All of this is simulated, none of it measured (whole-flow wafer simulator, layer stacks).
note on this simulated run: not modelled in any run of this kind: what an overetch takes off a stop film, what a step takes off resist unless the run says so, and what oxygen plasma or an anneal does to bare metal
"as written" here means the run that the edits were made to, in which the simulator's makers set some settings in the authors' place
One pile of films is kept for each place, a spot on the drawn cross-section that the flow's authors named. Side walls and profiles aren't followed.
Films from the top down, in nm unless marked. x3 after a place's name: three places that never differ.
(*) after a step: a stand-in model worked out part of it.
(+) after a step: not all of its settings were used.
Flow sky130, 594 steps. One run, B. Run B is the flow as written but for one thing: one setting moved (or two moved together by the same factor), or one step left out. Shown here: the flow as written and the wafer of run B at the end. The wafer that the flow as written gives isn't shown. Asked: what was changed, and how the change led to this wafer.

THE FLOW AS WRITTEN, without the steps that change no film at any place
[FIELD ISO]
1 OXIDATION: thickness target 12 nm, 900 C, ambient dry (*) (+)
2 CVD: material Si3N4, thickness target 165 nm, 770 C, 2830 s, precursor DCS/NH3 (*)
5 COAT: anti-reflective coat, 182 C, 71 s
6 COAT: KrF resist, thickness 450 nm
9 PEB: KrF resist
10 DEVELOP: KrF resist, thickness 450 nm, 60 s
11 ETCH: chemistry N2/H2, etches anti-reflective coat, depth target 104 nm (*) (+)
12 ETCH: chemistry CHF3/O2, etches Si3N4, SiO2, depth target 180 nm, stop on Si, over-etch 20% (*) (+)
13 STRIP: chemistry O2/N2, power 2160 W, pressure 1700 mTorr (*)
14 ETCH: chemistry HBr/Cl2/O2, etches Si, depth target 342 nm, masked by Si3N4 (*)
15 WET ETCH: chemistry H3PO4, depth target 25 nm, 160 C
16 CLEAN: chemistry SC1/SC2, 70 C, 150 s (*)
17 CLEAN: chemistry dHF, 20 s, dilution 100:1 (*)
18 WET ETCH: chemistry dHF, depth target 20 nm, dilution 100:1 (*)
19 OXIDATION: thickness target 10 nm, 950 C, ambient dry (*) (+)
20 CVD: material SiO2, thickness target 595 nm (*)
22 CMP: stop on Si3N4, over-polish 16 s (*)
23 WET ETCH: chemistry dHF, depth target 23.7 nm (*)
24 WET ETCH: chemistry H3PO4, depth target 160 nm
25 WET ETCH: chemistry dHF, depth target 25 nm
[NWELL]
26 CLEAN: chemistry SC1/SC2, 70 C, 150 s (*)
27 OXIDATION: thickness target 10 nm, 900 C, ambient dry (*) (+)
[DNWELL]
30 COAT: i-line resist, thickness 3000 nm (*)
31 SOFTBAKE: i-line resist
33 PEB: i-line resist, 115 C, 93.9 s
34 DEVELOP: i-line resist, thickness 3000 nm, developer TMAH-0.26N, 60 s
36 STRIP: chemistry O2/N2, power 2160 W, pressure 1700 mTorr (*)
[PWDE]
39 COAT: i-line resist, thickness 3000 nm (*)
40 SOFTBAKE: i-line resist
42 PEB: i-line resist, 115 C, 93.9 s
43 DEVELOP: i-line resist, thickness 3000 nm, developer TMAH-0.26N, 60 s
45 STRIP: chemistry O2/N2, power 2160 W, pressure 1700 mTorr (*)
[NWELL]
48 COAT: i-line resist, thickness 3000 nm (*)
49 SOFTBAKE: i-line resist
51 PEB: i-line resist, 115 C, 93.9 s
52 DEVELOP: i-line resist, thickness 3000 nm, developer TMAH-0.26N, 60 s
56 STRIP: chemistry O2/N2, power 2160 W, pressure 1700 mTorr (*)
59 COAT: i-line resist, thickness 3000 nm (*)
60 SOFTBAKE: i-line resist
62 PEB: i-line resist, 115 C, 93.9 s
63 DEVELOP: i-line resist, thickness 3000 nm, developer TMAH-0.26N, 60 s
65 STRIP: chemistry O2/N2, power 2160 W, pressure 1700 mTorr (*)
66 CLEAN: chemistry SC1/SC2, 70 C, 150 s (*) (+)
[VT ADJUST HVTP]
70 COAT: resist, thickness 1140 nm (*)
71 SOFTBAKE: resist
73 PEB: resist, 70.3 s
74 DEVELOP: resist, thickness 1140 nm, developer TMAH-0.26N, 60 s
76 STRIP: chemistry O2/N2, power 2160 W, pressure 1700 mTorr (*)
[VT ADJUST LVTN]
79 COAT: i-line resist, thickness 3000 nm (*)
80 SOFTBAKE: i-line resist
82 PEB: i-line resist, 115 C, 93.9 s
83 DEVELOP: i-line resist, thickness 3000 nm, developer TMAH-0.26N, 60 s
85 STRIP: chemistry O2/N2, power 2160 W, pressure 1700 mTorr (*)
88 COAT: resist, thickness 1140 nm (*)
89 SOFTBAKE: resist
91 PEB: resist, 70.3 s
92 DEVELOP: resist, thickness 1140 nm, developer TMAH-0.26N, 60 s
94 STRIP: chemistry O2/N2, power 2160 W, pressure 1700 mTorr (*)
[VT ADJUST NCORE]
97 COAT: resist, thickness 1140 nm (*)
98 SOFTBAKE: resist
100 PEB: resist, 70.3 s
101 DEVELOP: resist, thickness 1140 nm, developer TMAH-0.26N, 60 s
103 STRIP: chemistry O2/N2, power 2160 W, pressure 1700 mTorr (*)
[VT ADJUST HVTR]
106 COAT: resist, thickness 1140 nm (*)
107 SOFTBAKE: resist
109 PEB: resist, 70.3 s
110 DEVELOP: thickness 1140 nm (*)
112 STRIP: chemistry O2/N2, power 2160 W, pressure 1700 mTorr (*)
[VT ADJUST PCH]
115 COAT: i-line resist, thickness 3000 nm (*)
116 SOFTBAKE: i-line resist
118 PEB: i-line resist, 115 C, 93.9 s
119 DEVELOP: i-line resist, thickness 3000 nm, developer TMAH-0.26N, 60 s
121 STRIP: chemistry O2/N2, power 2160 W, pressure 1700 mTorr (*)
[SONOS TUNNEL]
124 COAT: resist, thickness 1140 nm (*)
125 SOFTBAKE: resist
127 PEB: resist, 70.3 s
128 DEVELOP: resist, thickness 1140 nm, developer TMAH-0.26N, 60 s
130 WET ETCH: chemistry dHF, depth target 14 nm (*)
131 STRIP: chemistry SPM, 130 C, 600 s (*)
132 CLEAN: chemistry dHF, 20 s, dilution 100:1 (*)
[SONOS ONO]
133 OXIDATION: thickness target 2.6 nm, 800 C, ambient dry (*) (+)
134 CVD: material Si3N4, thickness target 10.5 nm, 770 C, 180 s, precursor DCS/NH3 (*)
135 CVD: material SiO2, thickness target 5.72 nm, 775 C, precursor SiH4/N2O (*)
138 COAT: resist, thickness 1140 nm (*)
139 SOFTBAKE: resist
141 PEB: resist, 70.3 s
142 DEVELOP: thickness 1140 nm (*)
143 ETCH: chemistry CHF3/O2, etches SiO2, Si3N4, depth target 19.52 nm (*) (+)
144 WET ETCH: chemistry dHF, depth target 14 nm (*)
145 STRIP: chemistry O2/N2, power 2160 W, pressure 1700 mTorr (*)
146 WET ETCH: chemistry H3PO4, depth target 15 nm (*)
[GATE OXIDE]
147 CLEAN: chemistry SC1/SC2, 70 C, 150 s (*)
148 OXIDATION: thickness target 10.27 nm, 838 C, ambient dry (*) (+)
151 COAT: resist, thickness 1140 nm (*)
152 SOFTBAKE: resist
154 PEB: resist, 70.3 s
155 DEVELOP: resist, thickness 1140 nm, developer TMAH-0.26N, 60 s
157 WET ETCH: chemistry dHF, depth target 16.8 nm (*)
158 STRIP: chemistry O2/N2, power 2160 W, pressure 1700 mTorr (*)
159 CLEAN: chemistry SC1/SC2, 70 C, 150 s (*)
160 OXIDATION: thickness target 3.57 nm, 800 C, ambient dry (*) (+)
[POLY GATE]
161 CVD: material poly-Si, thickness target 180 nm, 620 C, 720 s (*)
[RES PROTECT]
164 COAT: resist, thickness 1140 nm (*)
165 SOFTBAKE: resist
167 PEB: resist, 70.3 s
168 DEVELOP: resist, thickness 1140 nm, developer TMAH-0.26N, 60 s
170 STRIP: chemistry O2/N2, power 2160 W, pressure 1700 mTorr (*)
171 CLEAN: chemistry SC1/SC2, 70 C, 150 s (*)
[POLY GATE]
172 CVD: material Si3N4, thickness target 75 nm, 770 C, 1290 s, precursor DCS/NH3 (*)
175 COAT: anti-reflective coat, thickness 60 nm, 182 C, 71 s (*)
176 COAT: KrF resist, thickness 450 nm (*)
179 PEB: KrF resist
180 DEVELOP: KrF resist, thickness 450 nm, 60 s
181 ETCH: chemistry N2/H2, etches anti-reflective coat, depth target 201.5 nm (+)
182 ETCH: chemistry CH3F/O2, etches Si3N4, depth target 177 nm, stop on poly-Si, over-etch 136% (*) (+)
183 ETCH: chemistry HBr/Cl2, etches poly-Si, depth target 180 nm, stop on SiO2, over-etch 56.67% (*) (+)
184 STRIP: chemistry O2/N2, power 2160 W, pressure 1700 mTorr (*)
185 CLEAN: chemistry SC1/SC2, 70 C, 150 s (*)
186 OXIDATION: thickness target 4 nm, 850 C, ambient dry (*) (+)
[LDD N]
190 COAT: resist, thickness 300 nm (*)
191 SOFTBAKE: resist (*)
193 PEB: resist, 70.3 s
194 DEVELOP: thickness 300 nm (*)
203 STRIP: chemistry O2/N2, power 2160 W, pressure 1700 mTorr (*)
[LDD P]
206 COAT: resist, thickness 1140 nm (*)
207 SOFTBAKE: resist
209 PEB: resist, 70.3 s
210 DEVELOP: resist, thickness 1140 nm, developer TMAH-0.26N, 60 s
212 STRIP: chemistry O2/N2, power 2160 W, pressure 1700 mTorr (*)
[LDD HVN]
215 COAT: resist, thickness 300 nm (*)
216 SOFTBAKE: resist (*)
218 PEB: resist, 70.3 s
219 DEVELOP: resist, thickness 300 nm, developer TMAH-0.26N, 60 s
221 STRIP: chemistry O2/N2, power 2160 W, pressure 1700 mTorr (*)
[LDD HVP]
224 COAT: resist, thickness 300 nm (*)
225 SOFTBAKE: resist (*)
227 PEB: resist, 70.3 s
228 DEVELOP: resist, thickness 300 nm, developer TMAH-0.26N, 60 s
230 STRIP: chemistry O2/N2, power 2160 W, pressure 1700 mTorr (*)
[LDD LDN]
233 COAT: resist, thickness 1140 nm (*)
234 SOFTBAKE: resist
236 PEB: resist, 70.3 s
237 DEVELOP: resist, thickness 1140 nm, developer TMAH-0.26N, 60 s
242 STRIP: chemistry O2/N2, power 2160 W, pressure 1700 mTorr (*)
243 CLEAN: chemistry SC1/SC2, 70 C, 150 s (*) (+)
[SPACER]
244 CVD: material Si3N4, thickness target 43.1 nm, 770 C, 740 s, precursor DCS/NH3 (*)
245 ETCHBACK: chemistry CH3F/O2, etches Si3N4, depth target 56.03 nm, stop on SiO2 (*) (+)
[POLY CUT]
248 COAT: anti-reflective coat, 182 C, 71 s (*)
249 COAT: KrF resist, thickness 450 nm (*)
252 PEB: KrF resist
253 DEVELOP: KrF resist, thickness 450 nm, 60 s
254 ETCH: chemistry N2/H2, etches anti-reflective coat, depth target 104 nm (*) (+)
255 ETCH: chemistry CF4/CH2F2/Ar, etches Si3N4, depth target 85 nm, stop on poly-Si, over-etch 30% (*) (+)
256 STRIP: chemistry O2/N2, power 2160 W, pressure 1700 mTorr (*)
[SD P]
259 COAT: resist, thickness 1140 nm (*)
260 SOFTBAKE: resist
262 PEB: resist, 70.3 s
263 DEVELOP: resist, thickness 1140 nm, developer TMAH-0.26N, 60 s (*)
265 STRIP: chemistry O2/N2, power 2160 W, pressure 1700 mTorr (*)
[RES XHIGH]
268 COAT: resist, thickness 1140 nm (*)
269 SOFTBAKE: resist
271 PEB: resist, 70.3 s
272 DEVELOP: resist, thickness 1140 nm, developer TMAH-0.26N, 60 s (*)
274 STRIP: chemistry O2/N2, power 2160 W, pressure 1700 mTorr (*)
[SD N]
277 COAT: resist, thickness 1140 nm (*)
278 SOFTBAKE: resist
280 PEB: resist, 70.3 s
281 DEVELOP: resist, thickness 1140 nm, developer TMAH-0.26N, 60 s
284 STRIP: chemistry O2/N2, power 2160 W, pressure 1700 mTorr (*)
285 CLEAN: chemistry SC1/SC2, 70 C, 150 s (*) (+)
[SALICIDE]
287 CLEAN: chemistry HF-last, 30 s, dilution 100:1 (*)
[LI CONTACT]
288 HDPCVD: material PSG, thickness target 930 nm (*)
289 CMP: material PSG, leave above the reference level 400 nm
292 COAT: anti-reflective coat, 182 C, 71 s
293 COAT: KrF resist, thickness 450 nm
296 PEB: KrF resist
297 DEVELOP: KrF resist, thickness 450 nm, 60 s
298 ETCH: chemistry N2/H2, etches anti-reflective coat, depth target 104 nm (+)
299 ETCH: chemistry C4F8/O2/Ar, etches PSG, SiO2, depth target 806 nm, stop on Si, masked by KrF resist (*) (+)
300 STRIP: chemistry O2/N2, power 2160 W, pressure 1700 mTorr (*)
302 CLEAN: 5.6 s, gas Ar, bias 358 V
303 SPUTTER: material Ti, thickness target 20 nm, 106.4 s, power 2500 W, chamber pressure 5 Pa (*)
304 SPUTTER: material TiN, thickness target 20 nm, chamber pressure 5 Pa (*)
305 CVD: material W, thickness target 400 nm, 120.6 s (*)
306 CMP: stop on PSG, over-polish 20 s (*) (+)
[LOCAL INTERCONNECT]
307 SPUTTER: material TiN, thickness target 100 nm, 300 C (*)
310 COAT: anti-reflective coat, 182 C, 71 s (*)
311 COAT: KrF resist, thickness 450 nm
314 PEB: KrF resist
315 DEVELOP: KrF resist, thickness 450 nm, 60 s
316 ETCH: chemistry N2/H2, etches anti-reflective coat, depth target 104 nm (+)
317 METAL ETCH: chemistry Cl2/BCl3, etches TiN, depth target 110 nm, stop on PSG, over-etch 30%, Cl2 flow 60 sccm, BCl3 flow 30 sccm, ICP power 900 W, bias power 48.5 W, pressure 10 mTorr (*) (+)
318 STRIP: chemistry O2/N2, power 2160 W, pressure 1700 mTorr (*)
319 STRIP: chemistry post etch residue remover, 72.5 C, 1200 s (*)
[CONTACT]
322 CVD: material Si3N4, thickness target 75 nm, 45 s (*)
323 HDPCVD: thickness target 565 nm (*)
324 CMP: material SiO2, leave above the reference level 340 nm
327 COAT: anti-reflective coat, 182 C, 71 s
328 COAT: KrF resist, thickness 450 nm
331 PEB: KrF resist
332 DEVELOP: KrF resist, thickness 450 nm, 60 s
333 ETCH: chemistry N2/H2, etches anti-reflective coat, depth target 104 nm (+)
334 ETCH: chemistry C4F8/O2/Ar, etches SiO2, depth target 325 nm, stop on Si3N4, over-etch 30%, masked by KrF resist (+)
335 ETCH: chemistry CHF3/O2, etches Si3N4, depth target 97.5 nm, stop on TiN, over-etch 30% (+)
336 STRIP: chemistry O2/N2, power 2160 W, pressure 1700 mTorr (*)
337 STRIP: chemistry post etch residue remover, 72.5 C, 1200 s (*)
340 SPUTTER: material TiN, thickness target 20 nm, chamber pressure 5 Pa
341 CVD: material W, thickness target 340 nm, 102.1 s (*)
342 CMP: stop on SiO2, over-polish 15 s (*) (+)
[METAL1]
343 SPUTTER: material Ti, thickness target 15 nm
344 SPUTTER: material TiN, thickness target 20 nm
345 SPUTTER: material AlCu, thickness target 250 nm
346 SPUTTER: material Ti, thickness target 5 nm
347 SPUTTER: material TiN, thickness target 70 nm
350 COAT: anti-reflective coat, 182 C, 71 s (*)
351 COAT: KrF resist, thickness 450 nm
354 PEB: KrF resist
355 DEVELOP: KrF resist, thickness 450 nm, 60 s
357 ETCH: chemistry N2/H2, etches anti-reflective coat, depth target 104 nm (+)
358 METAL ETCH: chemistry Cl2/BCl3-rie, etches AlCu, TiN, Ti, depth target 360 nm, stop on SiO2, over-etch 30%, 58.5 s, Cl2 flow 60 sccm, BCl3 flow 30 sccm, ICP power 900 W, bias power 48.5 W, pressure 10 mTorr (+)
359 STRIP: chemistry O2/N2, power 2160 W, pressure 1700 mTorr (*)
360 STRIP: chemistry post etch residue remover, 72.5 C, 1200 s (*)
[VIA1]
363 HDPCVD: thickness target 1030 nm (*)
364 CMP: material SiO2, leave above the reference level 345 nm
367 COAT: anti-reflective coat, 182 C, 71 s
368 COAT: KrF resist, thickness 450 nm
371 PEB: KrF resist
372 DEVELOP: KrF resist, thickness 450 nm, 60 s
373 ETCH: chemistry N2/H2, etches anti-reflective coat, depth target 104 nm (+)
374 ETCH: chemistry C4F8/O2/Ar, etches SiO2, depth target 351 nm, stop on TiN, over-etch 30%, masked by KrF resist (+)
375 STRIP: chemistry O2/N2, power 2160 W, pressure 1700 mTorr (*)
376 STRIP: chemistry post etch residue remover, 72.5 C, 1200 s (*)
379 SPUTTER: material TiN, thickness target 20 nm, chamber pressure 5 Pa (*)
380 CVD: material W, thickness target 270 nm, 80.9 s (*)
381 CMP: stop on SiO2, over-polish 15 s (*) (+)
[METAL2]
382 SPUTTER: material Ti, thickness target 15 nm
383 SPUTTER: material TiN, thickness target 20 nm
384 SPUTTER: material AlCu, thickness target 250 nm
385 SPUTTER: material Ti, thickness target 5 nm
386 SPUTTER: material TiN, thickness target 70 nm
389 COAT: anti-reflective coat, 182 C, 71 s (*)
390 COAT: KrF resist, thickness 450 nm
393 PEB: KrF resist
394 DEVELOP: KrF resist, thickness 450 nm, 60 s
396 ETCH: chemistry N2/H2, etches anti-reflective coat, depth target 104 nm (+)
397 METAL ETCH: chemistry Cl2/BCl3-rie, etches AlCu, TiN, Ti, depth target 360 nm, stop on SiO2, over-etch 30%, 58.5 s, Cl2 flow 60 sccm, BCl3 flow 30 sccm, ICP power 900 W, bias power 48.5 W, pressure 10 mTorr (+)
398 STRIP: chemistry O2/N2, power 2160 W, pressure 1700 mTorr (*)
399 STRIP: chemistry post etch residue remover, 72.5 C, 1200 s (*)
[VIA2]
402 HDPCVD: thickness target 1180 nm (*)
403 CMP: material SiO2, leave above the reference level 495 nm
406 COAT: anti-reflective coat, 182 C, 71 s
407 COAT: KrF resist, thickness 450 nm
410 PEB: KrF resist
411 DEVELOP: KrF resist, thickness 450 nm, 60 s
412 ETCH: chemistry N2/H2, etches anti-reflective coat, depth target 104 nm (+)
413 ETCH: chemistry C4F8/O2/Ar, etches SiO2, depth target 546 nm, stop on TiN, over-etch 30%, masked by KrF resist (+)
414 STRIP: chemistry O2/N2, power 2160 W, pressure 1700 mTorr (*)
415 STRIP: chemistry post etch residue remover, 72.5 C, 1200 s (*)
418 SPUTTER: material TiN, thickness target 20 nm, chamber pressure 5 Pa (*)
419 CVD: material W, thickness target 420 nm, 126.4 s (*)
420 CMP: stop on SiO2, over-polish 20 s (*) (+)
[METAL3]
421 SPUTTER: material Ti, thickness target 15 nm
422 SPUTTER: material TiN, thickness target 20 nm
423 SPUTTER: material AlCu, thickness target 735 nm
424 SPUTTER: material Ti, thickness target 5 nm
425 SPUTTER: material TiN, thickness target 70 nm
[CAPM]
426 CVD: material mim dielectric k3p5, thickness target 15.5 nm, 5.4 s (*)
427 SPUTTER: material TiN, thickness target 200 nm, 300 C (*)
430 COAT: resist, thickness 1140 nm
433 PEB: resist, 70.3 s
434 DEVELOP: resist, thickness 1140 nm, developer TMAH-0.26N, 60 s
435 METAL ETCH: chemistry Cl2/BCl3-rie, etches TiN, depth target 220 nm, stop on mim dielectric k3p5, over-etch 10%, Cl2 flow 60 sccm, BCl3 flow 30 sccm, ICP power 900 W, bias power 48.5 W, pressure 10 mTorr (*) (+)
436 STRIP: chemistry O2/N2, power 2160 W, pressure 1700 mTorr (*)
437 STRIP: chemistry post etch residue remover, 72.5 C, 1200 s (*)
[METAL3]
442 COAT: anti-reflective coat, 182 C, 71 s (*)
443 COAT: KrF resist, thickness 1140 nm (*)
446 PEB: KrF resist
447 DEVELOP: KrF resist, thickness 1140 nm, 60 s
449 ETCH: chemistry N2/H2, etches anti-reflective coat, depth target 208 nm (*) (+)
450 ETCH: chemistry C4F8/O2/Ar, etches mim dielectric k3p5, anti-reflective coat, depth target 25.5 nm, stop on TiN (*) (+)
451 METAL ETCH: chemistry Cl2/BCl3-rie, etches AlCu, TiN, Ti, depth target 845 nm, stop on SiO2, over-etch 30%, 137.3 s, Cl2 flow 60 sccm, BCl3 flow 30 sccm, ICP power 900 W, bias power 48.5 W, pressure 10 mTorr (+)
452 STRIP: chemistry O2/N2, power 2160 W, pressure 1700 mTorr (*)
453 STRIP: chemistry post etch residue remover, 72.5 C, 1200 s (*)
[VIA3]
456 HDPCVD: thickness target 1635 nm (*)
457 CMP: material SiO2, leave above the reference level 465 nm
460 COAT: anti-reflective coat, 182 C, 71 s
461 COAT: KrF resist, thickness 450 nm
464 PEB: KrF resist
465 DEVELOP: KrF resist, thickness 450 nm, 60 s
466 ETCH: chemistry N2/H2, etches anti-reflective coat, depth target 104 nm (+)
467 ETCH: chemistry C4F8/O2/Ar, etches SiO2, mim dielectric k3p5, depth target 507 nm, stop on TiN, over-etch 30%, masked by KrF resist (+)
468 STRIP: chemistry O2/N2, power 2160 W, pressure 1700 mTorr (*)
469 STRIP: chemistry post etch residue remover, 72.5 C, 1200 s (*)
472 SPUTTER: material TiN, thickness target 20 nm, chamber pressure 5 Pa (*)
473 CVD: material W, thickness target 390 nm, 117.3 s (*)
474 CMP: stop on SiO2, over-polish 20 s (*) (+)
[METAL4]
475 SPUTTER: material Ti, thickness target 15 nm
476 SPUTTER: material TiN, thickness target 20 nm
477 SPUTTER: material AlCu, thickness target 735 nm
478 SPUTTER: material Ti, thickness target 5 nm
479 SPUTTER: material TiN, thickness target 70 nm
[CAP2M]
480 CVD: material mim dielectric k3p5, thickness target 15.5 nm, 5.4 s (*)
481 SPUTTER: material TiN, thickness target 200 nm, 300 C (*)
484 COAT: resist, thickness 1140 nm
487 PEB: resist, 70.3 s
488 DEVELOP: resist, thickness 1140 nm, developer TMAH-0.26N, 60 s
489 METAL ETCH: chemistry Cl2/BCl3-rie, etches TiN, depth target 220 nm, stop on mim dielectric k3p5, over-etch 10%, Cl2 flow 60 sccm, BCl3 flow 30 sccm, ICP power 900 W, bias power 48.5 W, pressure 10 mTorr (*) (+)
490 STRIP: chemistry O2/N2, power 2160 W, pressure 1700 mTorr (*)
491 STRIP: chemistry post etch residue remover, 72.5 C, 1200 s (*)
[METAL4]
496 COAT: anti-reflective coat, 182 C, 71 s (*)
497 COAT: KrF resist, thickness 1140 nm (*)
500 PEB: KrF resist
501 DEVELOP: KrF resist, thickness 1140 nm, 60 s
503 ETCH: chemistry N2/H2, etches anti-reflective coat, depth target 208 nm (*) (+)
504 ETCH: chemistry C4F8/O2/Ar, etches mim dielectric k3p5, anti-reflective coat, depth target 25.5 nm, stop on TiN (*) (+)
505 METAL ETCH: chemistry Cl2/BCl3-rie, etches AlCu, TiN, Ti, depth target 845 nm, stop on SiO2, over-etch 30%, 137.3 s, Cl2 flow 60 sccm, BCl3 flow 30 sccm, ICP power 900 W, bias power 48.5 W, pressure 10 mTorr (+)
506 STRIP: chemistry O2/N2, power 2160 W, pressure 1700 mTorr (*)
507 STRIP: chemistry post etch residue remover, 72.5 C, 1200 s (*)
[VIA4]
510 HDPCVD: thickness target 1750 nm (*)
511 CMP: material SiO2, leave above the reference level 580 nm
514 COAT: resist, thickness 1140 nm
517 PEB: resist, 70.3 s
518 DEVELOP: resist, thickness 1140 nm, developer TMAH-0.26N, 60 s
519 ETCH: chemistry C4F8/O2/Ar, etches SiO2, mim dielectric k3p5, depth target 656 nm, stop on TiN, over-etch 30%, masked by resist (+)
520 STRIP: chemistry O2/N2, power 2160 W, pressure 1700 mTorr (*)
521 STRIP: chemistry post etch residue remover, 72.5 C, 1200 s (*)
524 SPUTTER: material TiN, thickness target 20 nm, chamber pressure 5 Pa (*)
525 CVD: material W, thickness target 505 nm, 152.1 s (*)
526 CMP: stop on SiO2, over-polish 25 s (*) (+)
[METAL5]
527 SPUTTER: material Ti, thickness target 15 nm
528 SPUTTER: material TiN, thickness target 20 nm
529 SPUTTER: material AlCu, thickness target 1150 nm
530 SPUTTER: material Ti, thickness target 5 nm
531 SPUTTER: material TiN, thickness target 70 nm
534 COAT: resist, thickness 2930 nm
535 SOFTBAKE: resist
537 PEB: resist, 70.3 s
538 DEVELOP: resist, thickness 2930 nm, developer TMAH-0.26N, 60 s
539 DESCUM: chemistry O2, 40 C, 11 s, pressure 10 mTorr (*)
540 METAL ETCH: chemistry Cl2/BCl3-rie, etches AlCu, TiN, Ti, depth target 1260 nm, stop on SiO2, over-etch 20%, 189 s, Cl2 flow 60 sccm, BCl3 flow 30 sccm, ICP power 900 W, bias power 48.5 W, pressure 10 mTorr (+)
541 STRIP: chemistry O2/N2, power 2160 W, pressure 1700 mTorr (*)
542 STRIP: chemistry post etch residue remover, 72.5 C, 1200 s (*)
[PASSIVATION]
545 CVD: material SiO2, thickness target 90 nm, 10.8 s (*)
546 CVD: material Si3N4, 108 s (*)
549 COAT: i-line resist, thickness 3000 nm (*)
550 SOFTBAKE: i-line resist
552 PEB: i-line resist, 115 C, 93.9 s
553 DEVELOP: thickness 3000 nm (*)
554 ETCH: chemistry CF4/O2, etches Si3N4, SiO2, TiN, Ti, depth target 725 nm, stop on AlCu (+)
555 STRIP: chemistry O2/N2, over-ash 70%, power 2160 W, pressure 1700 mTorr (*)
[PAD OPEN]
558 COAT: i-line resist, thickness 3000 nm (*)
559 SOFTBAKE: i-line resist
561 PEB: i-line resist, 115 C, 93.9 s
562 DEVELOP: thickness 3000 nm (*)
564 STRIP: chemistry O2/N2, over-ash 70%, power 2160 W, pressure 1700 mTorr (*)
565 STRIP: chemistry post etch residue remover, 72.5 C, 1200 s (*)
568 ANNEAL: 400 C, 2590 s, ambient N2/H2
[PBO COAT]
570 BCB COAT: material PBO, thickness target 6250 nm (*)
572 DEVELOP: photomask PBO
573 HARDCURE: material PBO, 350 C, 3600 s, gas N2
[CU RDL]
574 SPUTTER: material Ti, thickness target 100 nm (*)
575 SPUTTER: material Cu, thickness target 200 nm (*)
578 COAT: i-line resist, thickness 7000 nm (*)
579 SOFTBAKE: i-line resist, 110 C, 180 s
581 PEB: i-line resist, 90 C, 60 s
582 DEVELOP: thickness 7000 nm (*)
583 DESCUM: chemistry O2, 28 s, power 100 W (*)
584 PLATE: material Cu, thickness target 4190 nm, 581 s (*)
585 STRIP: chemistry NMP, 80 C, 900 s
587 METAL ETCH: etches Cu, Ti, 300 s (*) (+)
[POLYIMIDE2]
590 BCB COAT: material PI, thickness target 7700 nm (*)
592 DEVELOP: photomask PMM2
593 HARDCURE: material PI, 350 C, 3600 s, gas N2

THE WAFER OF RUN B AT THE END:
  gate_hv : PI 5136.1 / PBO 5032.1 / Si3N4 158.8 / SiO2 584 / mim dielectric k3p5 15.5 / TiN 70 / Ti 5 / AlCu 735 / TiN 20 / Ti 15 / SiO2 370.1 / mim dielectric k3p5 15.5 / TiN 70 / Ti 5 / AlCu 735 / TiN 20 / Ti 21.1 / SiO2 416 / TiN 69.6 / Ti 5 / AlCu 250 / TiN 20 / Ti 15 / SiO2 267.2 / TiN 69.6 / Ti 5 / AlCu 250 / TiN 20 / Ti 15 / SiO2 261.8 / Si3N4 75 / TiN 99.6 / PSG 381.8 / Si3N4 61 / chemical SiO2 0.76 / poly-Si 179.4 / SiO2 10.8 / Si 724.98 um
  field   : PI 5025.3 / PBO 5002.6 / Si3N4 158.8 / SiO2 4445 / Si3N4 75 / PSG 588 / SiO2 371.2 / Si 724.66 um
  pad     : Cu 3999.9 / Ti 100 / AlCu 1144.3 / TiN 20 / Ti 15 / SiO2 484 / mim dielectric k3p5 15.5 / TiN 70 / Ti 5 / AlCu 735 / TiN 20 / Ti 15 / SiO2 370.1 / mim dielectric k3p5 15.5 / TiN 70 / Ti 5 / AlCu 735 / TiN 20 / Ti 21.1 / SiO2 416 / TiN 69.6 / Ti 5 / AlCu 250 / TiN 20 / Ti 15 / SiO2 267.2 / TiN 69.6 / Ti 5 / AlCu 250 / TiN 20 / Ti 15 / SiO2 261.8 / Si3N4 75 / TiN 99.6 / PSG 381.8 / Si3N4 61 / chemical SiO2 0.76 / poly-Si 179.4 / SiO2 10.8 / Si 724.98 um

The cause: step 421, SPUTTER: thickness target 21.1 nm was run, where the flow has thickness target 15 nm.
It can be read off the wafer: gate_hv has Ti 21.1, and step 421 as written asks for 15 nm.

How the change led to this, step by step:
  421 SPUTTER: material Ti, thickness target 15 nm
      field, active, n_well and 188 more: Ti +21.1 (new film) (as written it would be: Ti +15 (new film))
  451 METAL ETCH: chemistry Cl2/BCl3-rie, etches AlCu, TiN, Ti, depth target 845 nm, stop on SiO2, over-etch 30%, 137.3 s, Cl2 flow 60 sccm, BCl3 flow 30 sccm, ICP power 900 W, bias power 48.5 W, pressure 10 mTorr (+)
      field, gate, spacer and 68 more: TiN -70 (all of it), Ti -5 (all of it), AlCu -735 (all of it), TiN -20 (all of it), Ti -21.1 (all of it), SiO2 -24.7 (as written it would be: TiN -70 (all of it), Ti -5 (all of it), AlCu -735 (all of it), TiN -20 (all of it), Ti -15 (all of it), SiO2 -25.4)
      active, vpp_ln, vpp_iso2 and 11 more: TiN -70 (all of it), Ti -5 (all of it), AlCu -735 (all of it), TiN -20 (all of it), Ti -21.1 (all of it), SiO2 -24.7 (as written it would be: TiN -70 (all of it), Ti -5 (all of it), AlCu -735 (all of it), TiN -20 (all of it), Ti -15 (all of it), SiO2 -25.3)
